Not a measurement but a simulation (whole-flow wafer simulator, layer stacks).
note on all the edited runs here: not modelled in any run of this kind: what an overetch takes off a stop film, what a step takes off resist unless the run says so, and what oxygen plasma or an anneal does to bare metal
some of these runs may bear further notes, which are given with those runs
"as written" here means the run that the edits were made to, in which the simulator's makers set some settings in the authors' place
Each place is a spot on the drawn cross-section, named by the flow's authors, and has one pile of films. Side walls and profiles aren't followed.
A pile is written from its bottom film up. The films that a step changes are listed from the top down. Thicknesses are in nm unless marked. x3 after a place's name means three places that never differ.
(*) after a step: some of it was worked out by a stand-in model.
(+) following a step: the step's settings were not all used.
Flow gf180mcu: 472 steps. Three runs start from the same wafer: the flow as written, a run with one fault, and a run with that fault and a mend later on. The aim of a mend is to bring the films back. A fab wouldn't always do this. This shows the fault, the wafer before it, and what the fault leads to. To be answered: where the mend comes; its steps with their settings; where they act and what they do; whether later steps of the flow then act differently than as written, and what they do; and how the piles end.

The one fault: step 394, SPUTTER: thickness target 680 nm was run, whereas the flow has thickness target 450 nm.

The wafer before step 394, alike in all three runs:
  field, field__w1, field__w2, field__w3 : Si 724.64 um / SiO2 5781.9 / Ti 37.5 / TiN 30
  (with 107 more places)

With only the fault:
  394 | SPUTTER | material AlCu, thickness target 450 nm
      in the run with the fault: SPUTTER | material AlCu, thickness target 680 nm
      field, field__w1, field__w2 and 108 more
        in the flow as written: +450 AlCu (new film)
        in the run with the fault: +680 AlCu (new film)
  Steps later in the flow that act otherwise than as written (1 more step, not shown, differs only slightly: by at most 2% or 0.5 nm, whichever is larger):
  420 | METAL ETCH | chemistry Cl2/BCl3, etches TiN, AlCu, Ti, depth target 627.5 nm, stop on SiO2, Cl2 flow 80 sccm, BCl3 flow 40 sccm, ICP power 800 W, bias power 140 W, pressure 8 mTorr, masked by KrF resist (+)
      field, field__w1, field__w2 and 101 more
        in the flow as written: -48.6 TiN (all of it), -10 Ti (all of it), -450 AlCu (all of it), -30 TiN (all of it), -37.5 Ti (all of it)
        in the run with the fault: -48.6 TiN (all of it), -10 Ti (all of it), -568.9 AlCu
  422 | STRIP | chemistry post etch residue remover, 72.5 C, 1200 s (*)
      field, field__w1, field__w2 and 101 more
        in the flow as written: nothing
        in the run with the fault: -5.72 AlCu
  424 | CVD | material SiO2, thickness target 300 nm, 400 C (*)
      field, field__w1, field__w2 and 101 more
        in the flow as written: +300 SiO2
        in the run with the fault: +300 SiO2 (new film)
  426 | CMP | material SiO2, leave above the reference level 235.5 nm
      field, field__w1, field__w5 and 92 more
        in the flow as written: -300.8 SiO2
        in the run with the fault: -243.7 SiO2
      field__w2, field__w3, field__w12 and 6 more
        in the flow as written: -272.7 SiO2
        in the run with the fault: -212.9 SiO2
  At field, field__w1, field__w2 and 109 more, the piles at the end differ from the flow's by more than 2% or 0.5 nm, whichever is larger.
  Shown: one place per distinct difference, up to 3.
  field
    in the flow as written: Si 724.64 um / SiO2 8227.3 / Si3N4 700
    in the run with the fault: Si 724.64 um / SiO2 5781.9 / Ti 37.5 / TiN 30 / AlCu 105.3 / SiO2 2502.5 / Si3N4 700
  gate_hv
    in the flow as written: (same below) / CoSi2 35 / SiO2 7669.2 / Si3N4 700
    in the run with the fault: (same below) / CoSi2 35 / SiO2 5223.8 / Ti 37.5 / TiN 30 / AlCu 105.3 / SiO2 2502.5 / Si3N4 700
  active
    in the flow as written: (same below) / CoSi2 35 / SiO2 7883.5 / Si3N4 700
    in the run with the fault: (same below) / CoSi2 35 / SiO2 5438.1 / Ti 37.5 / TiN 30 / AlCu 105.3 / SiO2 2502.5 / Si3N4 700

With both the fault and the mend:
  The mend stands after step 394.
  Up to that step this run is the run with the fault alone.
  394a | METAL ETCH | chemistry Cl2/BCl3, etches TiN, AlCu, Ti, depth target 230 nm, Cl2 flow 80 sccm, BCl3 flow 40 sccm, ICP power 800 W, bias power 140 W, pressure 8 mTorr (the flow's step 260, run once more with other settings)
      field, field__w1, field__w2 and 108 more
        -230 AlCu
  Later steps of the flow that are run all act as written at every place that is followed.
  The piles end the same as the flow's at every place that both follow.
